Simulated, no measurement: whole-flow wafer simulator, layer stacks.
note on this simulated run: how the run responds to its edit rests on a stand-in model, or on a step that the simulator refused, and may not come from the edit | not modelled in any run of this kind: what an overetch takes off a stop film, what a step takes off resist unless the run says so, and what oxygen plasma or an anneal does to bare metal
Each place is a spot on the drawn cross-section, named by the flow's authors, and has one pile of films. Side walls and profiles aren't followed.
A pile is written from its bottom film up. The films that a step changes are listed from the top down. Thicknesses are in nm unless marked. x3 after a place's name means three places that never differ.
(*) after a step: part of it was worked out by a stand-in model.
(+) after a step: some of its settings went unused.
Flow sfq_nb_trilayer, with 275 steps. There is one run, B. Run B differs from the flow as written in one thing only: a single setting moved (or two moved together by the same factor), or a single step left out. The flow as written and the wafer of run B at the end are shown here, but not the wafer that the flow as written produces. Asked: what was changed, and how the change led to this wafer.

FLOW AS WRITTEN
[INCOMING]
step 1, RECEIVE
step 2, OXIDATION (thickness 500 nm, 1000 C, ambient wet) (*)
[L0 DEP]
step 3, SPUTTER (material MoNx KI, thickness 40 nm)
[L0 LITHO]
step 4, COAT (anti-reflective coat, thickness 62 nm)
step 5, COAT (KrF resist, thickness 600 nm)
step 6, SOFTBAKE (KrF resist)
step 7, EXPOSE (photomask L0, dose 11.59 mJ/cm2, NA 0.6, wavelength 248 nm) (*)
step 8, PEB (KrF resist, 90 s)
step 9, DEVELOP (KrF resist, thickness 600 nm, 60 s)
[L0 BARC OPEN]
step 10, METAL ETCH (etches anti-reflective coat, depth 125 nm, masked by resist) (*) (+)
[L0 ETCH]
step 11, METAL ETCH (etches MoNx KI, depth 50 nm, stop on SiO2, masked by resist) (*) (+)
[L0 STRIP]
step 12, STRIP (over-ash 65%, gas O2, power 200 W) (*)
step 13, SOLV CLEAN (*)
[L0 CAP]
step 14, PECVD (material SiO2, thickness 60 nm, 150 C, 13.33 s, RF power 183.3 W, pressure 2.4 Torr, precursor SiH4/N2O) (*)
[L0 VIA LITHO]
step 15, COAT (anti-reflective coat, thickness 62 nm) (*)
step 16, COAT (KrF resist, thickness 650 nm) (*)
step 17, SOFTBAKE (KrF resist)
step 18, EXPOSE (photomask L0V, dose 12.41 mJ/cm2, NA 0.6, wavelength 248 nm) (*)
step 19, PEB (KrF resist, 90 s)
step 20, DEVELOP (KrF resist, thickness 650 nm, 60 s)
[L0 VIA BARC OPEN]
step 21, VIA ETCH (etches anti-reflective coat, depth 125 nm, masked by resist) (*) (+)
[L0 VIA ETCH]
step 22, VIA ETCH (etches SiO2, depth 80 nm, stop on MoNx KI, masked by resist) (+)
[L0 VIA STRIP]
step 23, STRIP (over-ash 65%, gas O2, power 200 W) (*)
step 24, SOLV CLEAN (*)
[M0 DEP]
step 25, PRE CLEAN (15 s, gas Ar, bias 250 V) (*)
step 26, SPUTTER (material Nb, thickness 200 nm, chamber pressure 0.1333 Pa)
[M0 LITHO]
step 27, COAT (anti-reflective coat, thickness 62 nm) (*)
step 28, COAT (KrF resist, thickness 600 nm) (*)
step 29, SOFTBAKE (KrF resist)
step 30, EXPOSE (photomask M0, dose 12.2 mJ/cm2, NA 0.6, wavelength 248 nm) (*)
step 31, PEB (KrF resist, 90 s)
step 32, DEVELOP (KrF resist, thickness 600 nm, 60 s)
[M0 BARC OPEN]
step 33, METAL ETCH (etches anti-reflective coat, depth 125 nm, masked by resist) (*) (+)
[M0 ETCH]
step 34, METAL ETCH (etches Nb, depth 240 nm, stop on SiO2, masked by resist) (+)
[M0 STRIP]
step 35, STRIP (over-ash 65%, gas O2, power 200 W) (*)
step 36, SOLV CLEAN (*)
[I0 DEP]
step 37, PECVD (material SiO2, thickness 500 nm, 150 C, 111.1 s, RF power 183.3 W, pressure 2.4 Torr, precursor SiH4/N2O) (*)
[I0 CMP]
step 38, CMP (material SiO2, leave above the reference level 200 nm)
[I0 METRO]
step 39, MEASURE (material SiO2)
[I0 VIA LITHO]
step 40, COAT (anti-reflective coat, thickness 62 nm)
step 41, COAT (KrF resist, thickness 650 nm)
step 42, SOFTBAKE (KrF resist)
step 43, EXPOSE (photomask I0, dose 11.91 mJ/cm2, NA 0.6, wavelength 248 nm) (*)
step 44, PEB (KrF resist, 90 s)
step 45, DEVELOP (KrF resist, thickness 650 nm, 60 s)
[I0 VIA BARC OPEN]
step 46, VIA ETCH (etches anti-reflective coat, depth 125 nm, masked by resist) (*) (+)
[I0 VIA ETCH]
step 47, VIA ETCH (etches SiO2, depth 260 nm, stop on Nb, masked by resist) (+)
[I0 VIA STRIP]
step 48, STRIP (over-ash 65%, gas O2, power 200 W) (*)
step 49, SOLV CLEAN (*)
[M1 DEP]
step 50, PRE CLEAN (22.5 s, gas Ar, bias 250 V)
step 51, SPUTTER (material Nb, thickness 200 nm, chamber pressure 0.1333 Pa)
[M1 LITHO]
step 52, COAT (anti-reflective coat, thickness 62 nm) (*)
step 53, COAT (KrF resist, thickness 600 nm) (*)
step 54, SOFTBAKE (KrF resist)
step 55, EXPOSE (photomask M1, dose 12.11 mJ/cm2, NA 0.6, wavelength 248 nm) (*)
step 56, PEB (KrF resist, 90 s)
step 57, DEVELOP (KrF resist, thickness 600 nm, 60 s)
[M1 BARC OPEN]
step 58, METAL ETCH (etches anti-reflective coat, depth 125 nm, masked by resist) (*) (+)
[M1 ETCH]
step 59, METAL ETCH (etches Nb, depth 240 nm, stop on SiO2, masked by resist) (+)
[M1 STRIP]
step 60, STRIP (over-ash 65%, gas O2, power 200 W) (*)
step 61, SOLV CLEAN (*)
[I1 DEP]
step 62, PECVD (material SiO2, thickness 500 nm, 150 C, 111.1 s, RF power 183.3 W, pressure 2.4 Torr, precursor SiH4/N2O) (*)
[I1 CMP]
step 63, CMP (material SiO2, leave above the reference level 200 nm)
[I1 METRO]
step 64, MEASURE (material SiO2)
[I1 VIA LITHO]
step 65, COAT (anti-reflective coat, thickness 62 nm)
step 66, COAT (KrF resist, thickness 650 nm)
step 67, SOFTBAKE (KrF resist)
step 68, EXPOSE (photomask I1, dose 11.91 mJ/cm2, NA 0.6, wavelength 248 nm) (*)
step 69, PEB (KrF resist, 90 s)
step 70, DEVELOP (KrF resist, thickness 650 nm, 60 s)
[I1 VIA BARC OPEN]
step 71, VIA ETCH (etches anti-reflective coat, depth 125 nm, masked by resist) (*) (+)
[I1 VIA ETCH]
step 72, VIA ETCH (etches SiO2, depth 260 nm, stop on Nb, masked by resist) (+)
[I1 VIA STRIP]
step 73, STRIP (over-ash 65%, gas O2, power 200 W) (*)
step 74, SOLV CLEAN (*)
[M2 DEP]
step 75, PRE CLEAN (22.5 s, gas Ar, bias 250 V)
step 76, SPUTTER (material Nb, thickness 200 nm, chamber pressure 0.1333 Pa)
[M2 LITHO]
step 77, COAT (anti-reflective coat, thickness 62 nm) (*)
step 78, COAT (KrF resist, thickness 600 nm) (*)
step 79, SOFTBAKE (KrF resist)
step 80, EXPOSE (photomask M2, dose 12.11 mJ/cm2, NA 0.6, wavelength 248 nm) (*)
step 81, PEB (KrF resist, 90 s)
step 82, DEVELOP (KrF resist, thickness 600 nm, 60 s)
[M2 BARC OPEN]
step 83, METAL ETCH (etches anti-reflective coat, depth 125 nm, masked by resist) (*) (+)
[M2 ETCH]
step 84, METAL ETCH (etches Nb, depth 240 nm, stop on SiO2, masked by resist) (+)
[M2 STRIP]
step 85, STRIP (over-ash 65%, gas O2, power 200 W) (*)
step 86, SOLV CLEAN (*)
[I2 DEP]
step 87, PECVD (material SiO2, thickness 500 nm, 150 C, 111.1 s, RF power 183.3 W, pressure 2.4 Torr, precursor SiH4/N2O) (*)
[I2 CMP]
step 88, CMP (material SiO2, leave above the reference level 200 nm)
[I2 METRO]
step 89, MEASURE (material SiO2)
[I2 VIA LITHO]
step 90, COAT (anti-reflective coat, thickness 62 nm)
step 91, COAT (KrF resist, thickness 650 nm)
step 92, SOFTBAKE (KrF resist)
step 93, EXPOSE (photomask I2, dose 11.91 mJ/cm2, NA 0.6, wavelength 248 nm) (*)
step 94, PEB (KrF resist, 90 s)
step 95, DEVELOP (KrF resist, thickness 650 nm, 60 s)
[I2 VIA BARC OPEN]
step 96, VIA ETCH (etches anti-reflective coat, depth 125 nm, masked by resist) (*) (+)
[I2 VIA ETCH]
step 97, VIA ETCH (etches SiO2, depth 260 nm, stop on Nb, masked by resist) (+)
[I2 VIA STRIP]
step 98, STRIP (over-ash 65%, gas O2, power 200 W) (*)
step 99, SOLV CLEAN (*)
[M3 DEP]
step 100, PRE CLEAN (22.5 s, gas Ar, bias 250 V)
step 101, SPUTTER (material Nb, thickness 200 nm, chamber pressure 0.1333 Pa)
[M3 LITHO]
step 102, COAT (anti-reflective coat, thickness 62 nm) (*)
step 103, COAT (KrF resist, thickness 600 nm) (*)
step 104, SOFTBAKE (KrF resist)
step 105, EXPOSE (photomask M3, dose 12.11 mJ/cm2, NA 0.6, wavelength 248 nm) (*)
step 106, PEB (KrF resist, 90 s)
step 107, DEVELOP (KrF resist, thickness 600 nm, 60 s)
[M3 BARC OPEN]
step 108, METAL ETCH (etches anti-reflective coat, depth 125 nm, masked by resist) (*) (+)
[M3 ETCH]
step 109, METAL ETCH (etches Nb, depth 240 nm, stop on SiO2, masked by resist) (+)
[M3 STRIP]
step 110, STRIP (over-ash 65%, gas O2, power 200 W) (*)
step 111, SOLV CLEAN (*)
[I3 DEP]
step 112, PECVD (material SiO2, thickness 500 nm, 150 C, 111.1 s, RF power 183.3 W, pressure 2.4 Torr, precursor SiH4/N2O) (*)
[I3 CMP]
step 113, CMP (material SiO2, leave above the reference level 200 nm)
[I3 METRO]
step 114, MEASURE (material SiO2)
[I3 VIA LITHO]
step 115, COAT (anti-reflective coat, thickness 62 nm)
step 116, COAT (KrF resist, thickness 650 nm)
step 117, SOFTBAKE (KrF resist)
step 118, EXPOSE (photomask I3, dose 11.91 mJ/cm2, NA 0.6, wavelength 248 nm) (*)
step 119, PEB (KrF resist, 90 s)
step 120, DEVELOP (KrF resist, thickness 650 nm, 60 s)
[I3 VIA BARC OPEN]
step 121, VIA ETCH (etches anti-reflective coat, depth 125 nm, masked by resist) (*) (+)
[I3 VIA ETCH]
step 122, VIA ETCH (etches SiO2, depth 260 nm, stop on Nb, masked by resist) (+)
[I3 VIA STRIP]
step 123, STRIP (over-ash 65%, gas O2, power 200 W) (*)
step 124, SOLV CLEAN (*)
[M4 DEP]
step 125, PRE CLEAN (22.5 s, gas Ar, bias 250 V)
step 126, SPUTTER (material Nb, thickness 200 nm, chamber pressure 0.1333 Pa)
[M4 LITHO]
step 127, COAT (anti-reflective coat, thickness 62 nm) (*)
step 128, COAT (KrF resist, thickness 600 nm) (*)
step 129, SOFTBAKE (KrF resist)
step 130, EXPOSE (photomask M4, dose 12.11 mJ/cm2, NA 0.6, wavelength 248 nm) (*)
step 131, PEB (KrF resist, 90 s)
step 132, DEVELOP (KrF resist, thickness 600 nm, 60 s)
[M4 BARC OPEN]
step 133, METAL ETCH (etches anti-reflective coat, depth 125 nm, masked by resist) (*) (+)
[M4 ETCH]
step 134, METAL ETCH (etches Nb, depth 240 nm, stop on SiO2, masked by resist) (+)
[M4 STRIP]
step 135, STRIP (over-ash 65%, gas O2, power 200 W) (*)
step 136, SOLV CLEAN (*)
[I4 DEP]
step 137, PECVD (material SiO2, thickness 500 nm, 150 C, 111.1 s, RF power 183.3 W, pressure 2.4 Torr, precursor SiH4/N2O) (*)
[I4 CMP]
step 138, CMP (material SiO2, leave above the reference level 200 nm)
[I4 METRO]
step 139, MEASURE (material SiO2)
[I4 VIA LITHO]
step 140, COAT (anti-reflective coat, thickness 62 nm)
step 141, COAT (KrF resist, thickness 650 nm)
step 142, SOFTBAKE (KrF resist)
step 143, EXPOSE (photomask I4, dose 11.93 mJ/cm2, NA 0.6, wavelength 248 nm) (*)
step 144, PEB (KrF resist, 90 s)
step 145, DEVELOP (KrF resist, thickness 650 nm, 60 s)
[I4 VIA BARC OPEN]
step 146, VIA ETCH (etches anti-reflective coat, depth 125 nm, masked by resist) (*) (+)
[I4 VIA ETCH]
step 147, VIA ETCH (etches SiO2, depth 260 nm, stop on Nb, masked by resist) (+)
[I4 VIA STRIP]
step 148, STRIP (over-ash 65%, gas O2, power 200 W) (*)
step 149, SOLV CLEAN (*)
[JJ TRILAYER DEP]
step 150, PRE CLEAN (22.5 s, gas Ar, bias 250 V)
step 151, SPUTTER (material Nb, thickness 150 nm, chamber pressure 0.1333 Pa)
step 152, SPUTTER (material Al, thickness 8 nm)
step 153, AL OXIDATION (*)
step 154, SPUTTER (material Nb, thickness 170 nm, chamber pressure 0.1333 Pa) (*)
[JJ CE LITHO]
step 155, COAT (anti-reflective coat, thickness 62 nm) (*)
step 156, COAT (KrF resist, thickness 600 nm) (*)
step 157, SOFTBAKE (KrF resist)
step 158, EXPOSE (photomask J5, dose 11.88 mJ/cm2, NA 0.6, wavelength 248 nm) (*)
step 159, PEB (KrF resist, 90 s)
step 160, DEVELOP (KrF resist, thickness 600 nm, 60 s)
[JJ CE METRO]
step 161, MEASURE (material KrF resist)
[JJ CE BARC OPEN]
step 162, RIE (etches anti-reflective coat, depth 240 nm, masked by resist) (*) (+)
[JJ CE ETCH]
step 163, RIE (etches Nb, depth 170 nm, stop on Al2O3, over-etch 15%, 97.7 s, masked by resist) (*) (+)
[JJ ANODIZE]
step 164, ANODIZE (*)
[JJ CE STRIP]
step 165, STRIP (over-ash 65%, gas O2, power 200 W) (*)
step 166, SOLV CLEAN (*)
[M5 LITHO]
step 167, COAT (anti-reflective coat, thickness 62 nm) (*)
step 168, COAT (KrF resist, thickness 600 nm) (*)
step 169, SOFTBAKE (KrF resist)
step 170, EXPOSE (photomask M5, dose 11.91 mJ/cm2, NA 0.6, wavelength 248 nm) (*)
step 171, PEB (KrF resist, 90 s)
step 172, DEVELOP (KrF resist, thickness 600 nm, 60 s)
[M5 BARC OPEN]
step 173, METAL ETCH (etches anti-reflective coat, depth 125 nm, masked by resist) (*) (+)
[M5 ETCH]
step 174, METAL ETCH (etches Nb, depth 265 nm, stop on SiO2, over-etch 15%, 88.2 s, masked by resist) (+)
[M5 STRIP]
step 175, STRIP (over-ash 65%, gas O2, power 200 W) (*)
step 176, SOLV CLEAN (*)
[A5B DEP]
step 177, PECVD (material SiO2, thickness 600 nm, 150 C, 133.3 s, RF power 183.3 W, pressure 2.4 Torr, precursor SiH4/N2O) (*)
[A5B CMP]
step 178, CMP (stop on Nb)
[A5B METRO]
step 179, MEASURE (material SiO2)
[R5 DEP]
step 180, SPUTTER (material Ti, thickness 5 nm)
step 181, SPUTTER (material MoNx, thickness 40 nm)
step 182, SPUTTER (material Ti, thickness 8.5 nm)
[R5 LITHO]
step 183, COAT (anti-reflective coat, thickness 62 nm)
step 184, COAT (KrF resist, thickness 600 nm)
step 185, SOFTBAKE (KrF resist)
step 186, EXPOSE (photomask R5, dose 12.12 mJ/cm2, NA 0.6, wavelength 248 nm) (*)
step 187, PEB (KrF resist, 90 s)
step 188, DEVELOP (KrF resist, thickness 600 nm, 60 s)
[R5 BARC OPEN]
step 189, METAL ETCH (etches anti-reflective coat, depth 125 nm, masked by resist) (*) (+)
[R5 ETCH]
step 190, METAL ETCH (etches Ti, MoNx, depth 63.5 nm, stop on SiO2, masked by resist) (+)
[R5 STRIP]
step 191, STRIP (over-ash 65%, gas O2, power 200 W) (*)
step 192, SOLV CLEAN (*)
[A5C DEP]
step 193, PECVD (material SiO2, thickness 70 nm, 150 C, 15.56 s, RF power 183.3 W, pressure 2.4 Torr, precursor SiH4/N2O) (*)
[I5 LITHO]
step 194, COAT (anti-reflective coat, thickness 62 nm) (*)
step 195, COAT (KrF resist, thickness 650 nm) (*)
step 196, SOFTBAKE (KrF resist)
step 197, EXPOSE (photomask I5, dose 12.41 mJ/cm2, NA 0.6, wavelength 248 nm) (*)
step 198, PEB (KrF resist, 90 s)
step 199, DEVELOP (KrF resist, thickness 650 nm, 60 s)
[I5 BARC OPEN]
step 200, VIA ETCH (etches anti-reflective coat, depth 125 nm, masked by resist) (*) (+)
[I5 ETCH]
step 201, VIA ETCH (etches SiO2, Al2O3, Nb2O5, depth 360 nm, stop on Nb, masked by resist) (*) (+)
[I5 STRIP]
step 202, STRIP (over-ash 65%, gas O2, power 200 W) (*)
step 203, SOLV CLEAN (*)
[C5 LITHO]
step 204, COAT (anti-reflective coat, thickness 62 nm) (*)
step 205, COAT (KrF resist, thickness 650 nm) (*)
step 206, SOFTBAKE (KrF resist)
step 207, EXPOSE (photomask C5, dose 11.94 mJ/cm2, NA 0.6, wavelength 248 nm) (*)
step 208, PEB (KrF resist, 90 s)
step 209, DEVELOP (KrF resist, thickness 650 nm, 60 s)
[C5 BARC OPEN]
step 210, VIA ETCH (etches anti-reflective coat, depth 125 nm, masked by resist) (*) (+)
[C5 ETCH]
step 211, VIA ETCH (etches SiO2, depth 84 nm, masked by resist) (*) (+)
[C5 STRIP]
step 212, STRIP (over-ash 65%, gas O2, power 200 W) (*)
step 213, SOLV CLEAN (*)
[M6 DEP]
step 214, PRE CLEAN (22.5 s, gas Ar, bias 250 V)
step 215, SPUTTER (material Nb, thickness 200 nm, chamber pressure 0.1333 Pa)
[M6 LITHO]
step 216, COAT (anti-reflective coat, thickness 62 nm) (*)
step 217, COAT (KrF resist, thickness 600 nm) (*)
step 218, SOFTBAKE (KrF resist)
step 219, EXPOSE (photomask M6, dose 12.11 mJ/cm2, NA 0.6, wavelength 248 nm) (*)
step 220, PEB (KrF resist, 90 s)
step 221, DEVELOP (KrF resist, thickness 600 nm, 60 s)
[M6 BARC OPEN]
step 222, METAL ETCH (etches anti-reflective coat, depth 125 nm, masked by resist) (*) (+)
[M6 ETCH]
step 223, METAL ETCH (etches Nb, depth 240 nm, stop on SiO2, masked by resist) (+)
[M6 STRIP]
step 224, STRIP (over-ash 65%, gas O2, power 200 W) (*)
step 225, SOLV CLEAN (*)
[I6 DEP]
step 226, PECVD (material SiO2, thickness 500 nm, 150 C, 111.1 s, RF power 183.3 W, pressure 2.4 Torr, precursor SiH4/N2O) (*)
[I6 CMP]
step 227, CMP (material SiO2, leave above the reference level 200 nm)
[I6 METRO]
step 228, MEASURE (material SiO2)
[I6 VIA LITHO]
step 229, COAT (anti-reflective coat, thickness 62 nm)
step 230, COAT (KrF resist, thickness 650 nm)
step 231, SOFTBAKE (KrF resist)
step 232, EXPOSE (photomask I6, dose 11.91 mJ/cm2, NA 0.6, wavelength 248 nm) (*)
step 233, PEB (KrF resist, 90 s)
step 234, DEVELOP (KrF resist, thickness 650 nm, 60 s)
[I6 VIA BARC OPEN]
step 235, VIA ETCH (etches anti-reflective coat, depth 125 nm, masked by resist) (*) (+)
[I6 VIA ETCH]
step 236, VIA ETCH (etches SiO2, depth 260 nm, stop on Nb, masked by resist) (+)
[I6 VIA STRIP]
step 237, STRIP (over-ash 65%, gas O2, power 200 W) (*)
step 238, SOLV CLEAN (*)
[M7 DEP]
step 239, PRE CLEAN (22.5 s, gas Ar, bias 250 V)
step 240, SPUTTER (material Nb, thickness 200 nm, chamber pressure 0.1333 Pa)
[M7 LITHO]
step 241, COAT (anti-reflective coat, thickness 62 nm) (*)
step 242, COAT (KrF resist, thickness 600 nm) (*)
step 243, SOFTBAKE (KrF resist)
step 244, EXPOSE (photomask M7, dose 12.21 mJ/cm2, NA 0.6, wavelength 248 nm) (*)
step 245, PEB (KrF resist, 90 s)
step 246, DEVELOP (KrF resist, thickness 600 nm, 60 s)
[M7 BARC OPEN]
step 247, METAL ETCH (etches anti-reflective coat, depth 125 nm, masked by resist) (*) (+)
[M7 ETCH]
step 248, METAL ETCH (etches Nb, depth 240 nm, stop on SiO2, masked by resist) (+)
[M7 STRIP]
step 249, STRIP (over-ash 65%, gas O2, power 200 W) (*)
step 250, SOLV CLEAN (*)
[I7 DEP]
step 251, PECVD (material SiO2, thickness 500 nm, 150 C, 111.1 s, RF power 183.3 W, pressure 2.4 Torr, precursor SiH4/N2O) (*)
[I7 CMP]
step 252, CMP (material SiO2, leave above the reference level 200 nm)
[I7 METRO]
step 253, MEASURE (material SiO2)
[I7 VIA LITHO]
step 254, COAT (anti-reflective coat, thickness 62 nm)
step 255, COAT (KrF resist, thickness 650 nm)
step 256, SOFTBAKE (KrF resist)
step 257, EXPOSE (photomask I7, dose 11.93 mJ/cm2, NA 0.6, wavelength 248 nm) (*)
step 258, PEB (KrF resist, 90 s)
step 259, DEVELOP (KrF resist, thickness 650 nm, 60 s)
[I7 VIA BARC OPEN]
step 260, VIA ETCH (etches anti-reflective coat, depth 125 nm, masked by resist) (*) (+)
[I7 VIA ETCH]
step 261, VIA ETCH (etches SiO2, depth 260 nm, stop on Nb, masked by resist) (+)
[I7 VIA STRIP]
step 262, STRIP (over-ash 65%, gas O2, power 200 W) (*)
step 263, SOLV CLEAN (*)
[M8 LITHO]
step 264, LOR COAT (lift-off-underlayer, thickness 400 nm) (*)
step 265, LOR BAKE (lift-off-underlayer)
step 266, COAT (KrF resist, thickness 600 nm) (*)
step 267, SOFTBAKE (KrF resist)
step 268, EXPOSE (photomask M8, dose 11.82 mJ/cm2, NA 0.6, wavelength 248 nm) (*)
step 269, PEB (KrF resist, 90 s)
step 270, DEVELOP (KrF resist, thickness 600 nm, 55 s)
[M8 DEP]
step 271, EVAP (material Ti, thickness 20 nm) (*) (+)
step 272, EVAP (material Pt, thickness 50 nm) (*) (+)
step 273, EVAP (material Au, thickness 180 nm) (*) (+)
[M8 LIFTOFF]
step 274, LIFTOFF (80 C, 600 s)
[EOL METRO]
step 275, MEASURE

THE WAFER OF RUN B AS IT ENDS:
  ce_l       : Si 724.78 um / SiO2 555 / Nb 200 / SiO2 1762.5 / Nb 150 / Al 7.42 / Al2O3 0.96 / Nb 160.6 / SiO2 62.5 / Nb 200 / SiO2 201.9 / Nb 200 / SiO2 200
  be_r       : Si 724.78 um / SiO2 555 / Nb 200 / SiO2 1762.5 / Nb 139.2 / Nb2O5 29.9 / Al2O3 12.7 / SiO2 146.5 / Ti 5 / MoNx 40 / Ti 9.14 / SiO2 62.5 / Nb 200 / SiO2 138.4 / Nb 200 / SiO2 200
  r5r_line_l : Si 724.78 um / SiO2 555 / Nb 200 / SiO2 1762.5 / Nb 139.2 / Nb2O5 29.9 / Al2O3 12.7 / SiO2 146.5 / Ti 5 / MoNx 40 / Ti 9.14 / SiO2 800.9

What caused this: step 182, SPUTTER: thickness 9.14 nm was run, whereas the flow has thickness 8.5 nm.
One can read it off the wafer: be_r has Ti 9.14, and step 182 as written asks for 8.5 nm.

The path from the change to this, step by step:
  step 182, SPUTTER (material Ti, thickness 8.5 nm)
      field_l, v_sur, via_wl and 103 more: Ti gains 9.14 (new film) (as written it would have been: Ti gains 8.5 (new film))
  step 190, METAL ETCH (etches Ti, MoNx, depth 63.5 nm, stop on SiO2, masked by resist) (+)
      field_l, v_sur, via_wl and 92 more: Ti loses 9.14 (all of it), MoNx loses 40 (all of it), Ti loses 5 (all of it) (as written it would have been: Ti loses 8.5 (all of it), MoNx loses 40 (all of it), Ti loses 5 (all of it))
      ce_l, c5j, ce_r, wl_jj: Ti loses 9.14 (all of it), MoNx loses 40 (all of it), Ti loses 5 (all of it), Nb loses 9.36 (as written it would have been: Ti loses 8.5 (all of it), MoNx loses 40 (all of it), Ti loses 5 (all of it), Nb loses 10)
